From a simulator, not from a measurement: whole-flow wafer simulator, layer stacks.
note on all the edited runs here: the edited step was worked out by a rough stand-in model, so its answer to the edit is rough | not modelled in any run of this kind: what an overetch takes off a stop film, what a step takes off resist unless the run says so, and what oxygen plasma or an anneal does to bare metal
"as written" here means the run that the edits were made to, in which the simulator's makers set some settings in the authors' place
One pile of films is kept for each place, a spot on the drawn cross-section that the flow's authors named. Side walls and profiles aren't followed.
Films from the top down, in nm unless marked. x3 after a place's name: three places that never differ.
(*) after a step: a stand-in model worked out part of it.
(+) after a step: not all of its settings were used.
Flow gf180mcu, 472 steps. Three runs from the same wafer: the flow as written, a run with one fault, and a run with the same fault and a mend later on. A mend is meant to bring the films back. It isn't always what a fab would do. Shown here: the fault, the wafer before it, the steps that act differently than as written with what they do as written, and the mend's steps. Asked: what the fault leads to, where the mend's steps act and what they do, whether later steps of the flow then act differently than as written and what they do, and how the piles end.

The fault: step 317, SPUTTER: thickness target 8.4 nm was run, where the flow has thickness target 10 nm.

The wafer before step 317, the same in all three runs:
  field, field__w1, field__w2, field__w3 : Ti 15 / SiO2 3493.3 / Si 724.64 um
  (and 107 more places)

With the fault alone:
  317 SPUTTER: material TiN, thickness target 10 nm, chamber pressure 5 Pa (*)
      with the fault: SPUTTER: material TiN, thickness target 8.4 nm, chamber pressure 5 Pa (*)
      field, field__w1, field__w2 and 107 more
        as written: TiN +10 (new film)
        with the fault: TiN +8.4 (new film)
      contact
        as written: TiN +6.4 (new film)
        with the fault: TiN +5.38 (new film)
  Later steps of the flow that act differently than as written (1 more step differs only slightly, by at most 2% or 0.5 nm, whichever is larger, and isn't shown):
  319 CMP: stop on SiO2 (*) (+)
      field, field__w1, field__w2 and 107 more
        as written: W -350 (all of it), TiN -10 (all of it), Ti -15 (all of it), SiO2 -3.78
        with the fault: W -350 (all of it), TiN -8.4 (all of it), Ti -15 (all of it), SiO2 -3.77
  At the end the piles differ from the flow's by more than 2% or 0.5 nm, whichever is larger, at contact.
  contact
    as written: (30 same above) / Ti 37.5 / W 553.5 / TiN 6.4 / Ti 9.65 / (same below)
    with the fault: (30 same above) / Ti 37.5 / W 554.5 / TiN 5.38 / Ti 9.65 / (same below)

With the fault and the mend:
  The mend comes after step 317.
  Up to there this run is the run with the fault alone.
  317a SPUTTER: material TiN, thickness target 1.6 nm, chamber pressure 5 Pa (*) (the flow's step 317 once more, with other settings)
      field, field__w1, field__w2 and 107 more
        TiN +1.6
      contact
        TiN +1.02
  No later step of the flow acts differently than as written at any place that is followed.
  At the end the piles are the same as the flow's at every place that both follow.
